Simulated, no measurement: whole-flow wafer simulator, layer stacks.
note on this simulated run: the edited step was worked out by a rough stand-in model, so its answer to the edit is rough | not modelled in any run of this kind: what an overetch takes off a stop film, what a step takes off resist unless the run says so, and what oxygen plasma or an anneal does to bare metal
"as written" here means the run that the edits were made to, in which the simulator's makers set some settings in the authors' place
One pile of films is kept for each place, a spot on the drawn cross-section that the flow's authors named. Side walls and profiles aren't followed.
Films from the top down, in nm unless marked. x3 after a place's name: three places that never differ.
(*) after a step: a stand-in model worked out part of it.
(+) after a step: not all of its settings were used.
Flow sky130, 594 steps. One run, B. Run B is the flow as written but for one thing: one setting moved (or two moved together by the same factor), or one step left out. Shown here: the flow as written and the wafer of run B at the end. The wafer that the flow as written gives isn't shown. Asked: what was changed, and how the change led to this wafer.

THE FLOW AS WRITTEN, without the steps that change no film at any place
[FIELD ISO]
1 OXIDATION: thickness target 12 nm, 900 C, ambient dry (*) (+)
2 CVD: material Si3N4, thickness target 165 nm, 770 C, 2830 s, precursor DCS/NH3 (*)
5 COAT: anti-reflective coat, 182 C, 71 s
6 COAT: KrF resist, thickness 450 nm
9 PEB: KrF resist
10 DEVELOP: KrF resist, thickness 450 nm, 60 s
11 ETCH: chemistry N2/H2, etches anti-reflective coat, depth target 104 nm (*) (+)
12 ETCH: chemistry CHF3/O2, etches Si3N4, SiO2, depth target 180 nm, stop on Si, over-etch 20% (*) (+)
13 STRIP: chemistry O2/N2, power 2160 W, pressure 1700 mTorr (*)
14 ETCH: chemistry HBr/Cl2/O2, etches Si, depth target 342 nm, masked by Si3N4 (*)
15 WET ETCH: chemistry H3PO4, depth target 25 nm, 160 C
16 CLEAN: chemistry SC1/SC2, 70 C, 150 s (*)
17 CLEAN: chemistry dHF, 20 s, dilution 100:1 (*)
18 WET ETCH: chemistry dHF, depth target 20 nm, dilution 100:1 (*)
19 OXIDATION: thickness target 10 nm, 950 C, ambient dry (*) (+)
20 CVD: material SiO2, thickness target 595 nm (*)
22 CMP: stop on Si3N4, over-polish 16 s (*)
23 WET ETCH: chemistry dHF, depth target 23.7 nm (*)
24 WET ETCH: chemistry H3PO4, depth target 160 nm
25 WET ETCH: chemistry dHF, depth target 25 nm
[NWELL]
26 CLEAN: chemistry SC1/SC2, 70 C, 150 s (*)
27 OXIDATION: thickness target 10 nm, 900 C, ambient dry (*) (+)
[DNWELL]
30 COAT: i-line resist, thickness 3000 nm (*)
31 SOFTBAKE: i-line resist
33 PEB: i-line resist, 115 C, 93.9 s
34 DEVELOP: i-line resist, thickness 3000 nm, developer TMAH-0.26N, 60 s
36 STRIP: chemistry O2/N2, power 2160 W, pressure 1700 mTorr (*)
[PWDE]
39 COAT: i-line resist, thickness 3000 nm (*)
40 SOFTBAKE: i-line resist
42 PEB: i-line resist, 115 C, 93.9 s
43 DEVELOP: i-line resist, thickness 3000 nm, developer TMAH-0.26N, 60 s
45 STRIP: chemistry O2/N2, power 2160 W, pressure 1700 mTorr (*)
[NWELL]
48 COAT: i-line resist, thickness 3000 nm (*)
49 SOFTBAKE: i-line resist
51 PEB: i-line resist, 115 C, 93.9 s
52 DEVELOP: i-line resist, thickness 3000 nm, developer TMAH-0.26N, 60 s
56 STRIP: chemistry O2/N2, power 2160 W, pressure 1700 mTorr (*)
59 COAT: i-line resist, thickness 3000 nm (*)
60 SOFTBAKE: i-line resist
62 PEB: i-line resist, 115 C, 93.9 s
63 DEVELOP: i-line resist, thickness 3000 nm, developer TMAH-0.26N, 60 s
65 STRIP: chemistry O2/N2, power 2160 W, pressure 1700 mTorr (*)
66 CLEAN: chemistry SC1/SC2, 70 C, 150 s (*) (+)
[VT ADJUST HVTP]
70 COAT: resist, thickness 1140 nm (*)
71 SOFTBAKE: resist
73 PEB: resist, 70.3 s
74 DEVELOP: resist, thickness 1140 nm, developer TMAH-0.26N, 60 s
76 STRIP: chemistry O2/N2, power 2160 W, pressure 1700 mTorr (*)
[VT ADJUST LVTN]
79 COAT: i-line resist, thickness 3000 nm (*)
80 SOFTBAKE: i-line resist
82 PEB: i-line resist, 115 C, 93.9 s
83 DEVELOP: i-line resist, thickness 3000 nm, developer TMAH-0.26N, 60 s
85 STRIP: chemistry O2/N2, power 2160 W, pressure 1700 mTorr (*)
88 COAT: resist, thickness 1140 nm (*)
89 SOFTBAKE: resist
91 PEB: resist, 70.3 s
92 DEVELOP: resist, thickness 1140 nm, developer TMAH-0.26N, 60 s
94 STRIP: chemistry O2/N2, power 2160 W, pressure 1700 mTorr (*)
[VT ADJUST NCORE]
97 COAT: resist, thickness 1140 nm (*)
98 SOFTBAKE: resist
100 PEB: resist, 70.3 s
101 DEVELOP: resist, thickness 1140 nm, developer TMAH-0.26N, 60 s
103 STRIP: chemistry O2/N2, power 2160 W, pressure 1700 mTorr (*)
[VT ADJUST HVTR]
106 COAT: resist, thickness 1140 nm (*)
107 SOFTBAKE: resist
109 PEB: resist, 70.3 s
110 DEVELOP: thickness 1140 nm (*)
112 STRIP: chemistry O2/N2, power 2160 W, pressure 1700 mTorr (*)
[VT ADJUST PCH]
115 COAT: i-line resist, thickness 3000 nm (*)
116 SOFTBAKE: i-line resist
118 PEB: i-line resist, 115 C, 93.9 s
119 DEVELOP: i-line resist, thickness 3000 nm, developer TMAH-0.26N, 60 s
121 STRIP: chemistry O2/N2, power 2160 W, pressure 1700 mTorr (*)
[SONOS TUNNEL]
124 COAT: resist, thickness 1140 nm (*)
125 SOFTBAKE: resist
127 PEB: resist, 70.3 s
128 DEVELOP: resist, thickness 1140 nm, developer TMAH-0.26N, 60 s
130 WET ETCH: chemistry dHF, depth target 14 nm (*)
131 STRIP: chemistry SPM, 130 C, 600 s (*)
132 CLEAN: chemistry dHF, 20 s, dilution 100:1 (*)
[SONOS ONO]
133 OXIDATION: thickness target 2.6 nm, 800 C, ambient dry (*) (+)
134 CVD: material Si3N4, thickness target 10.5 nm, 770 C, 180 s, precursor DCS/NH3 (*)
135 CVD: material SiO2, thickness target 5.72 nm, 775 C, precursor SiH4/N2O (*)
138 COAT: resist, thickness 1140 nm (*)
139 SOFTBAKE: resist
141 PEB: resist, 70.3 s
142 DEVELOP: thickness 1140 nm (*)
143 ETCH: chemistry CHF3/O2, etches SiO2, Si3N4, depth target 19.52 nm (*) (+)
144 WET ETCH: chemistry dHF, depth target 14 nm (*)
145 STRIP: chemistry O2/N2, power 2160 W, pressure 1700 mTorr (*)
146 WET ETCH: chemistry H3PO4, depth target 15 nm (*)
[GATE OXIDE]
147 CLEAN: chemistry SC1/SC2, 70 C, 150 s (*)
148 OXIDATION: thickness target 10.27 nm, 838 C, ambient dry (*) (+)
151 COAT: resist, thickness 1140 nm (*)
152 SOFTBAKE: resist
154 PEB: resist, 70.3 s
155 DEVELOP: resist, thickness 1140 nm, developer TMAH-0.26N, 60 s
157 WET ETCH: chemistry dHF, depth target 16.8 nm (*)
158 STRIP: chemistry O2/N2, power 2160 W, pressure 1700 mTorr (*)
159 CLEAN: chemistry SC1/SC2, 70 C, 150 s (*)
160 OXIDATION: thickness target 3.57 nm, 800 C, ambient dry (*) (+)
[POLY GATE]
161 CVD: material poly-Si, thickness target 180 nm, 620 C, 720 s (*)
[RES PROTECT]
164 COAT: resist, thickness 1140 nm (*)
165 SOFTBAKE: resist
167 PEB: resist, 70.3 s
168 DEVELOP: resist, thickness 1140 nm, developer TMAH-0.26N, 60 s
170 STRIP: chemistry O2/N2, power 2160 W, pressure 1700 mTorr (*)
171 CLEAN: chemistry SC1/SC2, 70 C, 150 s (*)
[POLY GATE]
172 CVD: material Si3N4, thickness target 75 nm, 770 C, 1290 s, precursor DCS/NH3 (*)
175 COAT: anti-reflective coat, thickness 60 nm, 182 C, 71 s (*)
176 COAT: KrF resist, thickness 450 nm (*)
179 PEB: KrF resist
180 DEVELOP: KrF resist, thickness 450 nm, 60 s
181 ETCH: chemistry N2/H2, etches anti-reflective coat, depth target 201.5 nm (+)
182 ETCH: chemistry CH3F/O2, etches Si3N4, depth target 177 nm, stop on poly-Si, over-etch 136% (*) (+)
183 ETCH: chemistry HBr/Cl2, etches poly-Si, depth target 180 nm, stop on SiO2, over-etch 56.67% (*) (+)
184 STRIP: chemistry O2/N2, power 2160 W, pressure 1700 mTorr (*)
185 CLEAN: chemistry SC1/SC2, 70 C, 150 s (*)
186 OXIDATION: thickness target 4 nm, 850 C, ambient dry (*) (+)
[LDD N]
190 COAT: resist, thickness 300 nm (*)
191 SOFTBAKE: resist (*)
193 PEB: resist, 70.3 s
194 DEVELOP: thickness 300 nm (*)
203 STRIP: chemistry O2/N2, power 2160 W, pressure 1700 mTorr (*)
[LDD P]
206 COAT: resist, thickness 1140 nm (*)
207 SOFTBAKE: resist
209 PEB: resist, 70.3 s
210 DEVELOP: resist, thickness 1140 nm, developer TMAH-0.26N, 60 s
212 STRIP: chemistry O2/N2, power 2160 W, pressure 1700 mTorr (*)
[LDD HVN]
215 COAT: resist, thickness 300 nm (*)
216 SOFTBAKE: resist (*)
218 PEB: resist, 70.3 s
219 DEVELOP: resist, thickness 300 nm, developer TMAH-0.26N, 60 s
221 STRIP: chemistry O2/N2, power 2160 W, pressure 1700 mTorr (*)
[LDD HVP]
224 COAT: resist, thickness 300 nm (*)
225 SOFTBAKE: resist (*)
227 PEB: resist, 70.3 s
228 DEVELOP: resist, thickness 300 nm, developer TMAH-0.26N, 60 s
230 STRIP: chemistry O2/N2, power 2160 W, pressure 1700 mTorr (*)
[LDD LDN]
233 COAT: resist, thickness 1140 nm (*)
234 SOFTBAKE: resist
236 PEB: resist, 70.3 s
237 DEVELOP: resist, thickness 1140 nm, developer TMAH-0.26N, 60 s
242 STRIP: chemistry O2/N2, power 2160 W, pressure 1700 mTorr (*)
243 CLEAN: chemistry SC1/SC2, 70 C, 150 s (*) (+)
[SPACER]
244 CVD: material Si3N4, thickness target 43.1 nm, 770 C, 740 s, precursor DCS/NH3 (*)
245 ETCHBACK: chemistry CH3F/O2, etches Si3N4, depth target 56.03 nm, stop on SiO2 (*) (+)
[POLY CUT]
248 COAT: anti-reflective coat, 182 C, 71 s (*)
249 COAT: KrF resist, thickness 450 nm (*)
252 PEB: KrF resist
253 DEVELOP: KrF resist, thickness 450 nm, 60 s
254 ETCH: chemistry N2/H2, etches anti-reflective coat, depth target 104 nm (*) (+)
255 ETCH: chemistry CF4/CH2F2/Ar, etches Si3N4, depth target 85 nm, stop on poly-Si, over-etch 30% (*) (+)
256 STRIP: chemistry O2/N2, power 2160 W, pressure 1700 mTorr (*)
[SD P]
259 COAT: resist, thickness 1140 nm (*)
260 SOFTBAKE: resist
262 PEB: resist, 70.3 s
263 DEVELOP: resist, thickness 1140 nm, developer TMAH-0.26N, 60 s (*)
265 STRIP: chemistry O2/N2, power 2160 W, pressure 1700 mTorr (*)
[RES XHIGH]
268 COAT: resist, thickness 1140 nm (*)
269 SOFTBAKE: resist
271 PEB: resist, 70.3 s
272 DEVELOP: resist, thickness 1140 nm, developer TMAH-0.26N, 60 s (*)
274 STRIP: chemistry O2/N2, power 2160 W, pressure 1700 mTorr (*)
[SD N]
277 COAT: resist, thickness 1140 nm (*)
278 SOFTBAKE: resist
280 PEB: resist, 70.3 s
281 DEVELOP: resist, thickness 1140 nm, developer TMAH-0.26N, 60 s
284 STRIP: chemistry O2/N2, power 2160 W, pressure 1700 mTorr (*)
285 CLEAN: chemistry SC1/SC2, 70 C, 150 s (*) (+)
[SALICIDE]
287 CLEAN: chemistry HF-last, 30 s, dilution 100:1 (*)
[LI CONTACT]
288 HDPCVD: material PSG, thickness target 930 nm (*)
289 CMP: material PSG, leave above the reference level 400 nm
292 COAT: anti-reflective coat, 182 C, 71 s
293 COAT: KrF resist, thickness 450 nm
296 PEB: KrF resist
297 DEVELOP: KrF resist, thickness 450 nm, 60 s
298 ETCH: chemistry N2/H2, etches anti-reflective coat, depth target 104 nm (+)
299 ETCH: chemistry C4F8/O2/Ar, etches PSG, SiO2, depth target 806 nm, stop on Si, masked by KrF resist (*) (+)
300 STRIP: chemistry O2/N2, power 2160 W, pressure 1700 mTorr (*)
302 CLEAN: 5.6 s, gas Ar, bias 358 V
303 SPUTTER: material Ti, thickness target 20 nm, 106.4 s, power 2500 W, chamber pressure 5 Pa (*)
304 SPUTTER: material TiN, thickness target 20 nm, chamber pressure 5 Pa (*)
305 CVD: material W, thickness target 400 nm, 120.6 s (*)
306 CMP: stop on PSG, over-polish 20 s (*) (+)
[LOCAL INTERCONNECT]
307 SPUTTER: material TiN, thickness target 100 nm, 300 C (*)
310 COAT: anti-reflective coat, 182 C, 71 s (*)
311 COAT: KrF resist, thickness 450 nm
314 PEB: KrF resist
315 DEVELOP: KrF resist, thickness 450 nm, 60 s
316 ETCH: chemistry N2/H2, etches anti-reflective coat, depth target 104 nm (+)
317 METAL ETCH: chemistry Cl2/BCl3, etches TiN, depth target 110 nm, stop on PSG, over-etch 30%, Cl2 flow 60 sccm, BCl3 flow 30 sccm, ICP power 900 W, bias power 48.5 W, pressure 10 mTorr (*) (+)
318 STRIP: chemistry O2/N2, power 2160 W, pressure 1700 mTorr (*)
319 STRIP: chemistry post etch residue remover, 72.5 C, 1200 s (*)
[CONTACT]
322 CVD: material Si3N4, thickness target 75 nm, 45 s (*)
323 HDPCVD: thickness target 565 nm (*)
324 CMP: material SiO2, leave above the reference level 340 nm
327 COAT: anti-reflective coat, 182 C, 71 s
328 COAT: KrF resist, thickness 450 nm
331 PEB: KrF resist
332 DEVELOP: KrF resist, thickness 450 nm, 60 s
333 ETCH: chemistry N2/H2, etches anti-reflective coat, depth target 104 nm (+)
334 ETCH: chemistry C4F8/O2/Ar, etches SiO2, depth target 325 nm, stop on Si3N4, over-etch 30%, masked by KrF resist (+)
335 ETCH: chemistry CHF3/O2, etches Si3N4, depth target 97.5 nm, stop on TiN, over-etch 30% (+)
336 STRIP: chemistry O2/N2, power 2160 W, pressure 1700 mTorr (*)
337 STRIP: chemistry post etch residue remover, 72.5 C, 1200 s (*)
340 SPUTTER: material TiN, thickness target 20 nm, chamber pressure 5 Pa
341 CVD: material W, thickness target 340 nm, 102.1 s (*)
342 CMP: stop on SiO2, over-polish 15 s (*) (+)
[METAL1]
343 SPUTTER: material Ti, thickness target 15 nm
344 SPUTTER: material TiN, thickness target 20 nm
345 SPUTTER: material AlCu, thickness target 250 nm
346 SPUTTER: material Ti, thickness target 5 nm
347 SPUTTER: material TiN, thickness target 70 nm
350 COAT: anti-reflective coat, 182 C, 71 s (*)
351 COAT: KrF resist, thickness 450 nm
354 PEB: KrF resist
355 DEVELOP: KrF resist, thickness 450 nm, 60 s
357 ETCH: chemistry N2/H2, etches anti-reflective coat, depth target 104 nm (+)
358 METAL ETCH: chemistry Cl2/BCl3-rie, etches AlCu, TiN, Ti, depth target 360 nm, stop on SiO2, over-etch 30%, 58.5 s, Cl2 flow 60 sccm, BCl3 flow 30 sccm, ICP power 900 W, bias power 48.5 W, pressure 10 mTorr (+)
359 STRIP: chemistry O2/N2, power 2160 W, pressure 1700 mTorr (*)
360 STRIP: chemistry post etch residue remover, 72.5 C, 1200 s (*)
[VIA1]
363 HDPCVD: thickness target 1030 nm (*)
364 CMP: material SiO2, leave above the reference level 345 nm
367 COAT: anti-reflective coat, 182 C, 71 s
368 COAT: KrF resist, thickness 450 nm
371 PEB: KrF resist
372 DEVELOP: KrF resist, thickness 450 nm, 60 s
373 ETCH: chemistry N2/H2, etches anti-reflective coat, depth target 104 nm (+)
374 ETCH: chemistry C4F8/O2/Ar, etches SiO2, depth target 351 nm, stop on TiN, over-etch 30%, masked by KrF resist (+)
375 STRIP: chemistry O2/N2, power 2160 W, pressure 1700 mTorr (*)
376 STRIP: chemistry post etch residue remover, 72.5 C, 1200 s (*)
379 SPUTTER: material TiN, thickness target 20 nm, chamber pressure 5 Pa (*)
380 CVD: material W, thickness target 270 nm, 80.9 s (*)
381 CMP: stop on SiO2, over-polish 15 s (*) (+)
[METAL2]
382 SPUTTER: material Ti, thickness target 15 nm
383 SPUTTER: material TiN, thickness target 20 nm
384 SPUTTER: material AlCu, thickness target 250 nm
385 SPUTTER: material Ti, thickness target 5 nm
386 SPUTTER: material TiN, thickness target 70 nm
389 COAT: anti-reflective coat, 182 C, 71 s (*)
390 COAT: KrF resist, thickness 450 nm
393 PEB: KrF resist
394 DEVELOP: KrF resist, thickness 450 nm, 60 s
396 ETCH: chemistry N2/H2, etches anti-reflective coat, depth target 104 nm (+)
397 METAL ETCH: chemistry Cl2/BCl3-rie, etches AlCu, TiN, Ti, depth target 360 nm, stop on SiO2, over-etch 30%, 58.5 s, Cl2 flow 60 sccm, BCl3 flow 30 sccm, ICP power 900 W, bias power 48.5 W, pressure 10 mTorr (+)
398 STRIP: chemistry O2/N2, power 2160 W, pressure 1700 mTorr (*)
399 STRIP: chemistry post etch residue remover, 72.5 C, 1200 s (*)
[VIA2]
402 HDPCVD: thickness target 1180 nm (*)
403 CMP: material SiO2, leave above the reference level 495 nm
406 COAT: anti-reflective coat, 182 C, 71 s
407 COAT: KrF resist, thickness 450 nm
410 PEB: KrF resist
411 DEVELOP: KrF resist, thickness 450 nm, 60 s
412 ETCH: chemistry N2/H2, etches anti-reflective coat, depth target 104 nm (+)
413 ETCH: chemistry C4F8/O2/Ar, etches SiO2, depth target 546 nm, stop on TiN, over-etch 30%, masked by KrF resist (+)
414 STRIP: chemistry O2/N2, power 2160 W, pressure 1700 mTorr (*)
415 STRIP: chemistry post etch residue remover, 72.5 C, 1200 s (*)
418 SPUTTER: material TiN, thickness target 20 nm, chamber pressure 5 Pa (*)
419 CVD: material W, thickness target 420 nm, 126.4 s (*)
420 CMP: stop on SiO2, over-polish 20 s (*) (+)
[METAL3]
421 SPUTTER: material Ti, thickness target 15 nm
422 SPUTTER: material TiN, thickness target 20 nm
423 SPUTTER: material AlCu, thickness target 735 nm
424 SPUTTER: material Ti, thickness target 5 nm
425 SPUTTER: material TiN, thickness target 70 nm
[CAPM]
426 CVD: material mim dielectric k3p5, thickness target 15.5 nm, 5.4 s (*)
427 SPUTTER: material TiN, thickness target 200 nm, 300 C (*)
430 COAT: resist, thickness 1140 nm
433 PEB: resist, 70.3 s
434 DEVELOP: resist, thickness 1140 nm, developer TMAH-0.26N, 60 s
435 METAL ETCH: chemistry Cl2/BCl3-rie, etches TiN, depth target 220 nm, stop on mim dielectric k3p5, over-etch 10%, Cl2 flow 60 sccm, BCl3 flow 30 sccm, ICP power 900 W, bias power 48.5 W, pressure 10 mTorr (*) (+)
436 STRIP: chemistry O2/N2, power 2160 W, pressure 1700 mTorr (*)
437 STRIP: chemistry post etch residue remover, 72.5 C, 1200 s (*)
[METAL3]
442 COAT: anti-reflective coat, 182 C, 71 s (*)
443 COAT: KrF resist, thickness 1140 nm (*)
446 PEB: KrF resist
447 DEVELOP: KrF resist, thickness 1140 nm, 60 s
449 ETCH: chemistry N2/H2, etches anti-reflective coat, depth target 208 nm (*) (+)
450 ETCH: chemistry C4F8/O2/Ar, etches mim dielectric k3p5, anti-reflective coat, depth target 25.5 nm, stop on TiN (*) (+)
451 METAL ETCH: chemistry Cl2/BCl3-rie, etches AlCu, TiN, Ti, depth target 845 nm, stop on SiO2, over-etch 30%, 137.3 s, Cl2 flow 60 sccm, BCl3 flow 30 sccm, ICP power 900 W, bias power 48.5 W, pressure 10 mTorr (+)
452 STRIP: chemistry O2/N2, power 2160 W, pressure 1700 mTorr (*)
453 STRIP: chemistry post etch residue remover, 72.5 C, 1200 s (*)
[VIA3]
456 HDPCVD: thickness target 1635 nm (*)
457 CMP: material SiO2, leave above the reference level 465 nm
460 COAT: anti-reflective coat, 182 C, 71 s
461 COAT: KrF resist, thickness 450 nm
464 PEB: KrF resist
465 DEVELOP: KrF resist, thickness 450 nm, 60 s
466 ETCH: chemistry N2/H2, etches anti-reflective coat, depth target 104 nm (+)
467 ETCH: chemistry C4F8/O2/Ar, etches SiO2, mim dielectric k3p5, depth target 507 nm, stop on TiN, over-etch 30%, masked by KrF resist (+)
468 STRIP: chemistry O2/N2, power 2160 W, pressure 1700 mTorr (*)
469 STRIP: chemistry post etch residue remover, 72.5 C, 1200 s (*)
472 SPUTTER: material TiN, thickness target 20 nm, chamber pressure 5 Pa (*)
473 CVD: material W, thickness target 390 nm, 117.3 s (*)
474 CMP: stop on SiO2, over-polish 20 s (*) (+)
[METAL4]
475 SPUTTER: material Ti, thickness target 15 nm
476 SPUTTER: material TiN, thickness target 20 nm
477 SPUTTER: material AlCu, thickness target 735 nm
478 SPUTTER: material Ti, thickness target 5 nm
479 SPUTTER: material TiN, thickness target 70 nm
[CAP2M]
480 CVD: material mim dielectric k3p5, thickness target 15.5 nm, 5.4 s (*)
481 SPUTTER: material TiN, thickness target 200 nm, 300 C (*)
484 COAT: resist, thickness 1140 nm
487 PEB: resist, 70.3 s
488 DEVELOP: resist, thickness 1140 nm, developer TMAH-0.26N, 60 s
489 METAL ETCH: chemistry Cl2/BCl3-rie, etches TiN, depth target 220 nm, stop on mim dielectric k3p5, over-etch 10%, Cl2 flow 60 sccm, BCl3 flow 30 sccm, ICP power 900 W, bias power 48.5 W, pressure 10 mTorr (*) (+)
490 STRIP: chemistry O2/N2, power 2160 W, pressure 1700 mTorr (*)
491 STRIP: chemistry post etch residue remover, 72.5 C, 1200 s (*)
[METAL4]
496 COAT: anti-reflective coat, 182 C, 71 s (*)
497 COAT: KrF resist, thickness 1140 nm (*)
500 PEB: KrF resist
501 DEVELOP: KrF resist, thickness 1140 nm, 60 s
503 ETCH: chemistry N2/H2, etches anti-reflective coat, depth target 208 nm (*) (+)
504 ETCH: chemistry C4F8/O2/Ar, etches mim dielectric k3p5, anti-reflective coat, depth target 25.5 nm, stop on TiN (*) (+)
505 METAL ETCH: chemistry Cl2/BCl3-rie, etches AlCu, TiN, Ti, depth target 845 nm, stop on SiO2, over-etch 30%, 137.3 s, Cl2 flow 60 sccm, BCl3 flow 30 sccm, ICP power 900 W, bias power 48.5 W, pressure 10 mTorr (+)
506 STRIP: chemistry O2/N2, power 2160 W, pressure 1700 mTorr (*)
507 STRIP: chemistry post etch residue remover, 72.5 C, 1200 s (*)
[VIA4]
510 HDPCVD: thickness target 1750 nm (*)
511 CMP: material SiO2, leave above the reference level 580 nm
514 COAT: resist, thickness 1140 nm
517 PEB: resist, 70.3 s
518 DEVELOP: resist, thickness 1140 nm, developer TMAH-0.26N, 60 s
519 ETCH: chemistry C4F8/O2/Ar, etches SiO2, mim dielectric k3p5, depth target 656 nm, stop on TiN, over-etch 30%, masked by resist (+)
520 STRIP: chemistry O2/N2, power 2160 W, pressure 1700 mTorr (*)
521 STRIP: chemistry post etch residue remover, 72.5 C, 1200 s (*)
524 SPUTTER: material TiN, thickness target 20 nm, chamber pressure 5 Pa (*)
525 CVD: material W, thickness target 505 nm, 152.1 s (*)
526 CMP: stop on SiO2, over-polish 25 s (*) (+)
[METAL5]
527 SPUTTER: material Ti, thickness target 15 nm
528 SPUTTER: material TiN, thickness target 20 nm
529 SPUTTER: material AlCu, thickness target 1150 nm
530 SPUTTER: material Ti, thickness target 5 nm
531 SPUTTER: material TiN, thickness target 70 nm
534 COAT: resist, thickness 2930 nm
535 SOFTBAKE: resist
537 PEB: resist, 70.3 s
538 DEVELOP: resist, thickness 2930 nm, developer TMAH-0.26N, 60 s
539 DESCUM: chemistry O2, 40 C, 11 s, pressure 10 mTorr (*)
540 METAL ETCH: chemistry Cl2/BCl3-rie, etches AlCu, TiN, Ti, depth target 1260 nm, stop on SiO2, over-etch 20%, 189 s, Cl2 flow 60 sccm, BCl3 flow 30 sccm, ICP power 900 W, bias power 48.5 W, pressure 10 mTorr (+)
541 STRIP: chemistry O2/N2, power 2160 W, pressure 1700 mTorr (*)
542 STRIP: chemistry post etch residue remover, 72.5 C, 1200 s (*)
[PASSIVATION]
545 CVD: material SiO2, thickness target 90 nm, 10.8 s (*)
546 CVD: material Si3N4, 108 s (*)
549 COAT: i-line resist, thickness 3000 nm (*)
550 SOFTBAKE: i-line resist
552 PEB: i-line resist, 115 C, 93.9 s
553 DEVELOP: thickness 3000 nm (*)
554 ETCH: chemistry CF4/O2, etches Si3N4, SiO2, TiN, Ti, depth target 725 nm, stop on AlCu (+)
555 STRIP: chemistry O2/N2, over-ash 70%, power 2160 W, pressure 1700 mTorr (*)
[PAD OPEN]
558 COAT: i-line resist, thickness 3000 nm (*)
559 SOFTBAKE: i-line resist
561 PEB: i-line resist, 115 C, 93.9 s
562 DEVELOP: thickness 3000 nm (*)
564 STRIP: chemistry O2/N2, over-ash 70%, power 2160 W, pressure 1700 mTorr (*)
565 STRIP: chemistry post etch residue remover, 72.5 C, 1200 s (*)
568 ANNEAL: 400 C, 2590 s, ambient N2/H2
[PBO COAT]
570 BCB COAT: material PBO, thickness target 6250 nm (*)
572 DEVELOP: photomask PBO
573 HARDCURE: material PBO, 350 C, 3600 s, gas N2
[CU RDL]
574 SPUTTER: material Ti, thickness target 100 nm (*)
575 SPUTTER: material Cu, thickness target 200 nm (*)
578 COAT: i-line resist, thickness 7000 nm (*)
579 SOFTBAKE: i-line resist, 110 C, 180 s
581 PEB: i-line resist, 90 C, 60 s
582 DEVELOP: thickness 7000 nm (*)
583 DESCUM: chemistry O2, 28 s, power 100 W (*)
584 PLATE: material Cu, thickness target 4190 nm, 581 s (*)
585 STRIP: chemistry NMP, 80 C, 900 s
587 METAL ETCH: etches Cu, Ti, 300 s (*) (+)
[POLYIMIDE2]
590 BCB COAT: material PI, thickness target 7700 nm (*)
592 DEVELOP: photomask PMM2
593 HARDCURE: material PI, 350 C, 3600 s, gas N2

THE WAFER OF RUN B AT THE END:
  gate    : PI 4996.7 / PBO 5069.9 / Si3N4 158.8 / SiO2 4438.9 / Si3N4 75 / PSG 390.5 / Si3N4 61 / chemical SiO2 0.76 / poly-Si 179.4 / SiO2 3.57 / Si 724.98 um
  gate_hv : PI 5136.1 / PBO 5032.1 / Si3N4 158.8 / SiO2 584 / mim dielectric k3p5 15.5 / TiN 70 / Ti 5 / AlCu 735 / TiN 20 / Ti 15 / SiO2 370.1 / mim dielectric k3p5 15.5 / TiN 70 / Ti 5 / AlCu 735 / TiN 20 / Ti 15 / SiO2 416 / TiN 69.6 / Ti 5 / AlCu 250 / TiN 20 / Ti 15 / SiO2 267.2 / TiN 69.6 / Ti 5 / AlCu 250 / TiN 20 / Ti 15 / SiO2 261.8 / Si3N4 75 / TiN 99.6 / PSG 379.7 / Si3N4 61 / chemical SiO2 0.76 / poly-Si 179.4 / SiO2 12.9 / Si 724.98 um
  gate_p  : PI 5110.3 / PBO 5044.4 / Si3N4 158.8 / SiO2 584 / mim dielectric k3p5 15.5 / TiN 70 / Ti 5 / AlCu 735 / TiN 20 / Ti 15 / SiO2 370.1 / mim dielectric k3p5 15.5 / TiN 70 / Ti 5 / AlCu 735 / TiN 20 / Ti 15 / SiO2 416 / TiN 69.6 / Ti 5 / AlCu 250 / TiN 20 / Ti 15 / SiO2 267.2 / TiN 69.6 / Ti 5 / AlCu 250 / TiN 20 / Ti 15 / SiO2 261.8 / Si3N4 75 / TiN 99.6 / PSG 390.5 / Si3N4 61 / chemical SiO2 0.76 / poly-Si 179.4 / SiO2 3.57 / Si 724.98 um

The cause: step 148, OXIDATION: thickness target 12.42 nm was run, where the flow has thickness target 10.27 nm.

How the change led to this, step by step:
  148 OXIDATION: thickness target 10.27 nm, 838 C, ambient dry (*) (+)
      active, n_well, p_well and 98 more: SiO2 +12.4 (new film), chemical SiO2 -0.76 (all of it), Si -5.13 (as written it would be: SiO2 +10.3 (new film), chemical SiO2 -0.76 (all of it), Si -4.18)
  157 WET ETCH: chemistry dHF, depth target 16.8 nm (*)
      active, n_well, p_well and 58 more: SiO2 -12.4 (all of it) (as written it would be: SiO2 -10.3 (all of it))
  248 COAT: anti-reflective coat, 182 C, 71 s (*)
      m1: anti-reflective coat +15.5 (new film) (as written it would be: anti-reflective coat +16.3 (new film))
      gate_p_hv: anti-reflective coat +14.8 (new film) (as written it would be: anti-reflective coat +15.8 (new film))
      (and at 1 more place)
  256 STRIP: chemistry O2/N2, power 2160 W, pressure 1700 mTorr (*)
      m1: KrF resist -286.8 (all of it), anti-reflective coat -15.5 (all of it) (as written it would be: KrF resist -287.2 (all of it), anti-reflective coat -16.3 (all of it))
      gate_p_hv: KrF resist -328.9 (all of it), anti-reflective coat -14.8 (all of it) (as written it would be: KrF resist -328.9 (all of it), anti-reflective coat -15.8 (all of it))
      (and at 1 more place)
  306 CMP: stop on PSG, over-polish 20 s (*) (+)
      poly_licon: W -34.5 (as written it would be: W -33.3)
